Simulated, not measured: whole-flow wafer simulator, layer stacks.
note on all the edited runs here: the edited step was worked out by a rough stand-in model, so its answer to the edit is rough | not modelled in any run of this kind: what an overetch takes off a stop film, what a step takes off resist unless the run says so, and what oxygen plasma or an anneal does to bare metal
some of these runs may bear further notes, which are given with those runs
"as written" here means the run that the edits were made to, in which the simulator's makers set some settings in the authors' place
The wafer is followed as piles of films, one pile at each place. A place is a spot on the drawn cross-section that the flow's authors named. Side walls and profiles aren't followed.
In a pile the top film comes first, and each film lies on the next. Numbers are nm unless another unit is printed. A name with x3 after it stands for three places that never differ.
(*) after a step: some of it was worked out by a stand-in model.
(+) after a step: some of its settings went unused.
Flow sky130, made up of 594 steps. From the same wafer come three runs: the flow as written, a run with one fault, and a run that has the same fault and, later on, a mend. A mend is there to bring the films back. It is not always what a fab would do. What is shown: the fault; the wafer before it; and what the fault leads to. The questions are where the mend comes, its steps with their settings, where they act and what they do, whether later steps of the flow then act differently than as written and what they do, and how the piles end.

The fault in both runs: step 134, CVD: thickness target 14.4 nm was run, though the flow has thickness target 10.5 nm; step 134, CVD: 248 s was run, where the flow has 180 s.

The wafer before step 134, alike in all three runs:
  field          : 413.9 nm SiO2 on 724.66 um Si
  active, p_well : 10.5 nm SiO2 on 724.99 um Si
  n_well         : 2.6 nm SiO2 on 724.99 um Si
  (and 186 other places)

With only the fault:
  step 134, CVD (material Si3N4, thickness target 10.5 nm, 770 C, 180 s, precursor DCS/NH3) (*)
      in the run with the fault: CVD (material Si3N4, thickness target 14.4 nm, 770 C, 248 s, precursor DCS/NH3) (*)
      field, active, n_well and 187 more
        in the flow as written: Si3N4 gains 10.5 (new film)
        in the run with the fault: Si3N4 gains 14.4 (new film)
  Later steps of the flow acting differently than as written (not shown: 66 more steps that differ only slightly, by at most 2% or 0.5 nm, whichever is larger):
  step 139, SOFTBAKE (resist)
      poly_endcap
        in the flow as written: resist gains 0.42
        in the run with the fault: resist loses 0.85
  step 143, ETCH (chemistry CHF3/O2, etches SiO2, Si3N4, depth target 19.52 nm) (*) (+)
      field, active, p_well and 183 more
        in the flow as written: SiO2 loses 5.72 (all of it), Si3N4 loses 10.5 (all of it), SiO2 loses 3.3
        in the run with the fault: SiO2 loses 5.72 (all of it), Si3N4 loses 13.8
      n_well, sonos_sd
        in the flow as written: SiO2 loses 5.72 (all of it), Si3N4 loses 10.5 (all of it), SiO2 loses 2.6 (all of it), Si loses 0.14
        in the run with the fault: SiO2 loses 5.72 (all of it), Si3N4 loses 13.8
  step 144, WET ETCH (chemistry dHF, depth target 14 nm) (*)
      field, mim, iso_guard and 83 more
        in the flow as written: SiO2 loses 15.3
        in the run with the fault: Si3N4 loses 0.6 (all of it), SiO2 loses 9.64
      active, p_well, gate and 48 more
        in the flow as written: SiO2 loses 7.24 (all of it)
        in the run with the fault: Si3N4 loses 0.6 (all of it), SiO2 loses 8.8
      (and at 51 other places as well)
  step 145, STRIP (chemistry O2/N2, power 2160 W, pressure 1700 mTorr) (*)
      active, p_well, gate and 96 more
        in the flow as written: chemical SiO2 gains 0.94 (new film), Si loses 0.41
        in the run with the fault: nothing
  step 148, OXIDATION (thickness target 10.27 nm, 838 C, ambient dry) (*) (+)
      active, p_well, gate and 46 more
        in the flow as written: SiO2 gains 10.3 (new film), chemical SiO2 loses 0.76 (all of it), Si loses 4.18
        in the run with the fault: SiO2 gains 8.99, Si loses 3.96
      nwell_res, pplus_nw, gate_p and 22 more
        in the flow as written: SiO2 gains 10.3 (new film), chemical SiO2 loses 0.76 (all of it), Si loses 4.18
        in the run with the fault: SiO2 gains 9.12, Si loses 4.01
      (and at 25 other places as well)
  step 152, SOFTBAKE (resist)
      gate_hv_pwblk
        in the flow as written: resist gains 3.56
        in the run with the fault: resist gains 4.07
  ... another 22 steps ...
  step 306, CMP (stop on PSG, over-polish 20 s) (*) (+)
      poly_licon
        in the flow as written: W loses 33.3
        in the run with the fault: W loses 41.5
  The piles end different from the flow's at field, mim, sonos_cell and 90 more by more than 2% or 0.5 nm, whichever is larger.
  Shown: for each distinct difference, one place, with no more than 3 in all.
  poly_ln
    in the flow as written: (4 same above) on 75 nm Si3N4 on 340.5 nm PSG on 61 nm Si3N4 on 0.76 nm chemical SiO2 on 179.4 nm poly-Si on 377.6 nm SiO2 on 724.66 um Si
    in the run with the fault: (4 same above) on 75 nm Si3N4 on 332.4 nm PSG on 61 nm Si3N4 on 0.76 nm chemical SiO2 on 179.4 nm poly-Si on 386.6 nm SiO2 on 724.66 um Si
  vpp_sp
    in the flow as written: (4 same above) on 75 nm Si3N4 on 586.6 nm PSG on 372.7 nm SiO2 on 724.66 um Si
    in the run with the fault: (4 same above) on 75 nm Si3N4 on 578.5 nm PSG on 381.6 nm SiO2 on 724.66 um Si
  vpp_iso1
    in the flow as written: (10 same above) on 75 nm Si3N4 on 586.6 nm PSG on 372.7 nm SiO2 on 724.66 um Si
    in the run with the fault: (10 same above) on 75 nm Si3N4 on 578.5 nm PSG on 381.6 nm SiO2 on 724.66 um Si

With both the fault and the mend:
  The mend follows step 134.
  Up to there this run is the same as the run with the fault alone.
  step 134a, WET ETCH (chemistry H3PO4, depth target 3.9 nm, 160 C) (a further turn of the flow's step 15, with different settings)
      field, active, n_well and 187 more
        Si3N4 loses 3.9
  Every later step of the flow that is run acts as written, at every place that is followed, to within 2% or 0.5 nm, whichever is larger.
  At every place that both follow, the piles at the end match the flow's.
